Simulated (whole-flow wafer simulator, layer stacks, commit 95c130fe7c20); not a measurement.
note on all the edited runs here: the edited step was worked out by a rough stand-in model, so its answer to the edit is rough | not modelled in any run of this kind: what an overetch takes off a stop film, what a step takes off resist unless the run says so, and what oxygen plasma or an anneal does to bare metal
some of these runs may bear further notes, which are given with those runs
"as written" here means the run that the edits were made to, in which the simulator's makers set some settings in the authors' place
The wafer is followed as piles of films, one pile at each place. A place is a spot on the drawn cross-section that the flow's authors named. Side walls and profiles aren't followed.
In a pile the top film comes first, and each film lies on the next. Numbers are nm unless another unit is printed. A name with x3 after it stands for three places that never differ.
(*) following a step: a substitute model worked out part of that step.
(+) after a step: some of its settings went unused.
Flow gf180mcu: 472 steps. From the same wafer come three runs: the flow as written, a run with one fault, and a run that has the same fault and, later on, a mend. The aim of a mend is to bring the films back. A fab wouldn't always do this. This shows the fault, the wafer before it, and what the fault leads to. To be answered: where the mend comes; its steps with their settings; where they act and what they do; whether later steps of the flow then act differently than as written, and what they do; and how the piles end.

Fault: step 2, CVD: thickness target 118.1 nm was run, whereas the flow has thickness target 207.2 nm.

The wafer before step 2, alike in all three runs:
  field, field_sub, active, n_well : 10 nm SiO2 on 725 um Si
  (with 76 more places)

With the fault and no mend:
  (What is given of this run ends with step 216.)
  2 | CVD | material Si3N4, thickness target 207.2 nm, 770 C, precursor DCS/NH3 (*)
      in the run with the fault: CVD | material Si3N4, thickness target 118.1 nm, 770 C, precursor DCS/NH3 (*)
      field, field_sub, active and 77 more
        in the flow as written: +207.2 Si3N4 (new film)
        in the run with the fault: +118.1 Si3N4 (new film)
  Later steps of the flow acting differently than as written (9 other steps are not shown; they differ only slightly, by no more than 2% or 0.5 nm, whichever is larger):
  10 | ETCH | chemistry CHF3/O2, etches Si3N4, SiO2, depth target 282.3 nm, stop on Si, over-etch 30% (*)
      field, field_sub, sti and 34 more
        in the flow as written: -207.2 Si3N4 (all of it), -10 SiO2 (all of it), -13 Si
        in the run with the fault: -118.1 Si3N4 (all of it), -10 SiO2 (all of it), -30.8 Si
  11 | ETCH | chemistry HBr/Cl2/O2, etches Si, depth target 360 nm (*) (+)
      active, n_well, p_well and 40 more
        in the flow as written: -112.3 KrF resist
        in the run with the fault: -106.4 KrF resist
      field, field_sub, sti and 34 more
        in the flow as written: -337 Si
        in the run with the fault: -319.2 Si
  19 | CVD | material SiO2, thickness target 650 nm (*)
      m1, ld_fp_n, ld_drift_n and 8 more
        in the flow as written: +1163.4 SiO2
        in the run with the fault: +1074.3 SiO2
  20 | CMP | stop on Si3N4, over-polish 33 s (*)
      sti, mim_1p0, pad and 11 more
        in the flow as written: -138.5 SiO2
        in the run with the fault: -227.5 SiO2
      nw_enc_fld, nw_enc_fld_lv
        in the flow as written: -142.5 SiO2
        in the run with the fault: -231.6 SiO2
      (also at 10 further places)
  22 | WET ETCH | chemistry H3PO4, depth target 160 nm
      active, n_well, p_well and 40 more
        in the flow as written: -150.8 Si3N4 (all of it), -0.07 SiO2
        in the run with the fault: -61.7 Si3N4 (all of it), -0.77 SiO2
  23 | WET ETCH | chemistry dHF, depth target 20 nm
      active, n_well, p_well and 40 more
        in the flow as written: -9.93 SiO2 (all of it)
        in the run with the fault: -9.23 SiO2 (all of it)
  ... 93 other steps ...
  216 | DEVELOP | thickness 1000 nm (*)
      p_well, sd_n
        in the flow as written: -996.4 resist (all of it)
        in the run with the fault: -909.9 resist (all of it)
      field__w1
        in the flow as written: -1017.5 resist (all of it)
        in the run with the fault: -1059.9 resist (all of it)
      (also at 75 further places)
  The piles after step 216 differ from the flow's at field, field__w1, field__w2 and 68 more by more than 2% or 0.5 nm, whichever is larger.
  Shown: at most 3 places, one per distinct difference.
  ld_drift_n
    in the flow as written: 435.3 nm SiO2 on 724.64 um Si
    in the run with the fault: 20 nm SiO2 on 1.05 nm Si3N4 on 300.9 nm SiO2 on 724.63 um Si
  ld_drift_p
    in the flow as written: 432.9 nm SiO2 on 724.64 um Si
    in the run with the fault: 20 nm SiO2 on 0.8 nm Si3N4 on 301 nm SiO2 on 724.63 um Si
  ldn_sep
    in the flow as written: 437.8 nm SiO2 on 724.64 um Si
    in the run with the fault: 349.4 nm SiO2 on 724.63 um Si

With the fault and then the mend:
  The mend follows step 9.
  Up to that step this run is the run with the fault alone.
  9a | STRIP | chemistry O2/N2, power 2160 W, pressure 1700 mTorr (*)
      active, n_well, p_well and 40 more
        -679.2 KrF resist (all of it)
  9b | CVD | material Si3N4, thickness target 89.08 nm, 770 C, precursor DCS/NH3 (*) (the flow's step 2 again, with other settings)
      field, field_sub, active and 77 more
        +89.1 Si3N4
  9c | HMDS | 120 C, 60 s (the flow's step 4 again)
      leaves every film unchanged at each place that is followed
  9d | COAT | KrF resist, thickness 700 nm (the flow's step 5 again)
      field, field_sub, active and 77 more
        +700 KrF resist (new film)
  9e | SOFTBAKE | KrF resist (the flow's step 6 again)
      leaves every film unchanged at each place that is followed
  9f | EXPOSE | photomask COMP (the flow's step 7 again)
      leaves every film unchanged at each place that is followed
  9g | PEB | KrF resist, 135 C, 90 s (the flow's step 8 again)
      field, field_sub, active and 77 more
        -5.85 KrF resist
  9h | DEVELOP | thickness 700 nm, 60 s (the flow's step 9 again)
      active, n_well, p_well and 40 more
        -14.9 KrF resist
      field, field_sub, sti and 34 more
        -694.2 KrF resist (all of it)
  Later steps of the flow that are run all act as written at every place that is followed, up to a difference of at most 2% or 0.5 nm, whichever is larger.
  By the end, the piles equal the flow's at every place that both follow.
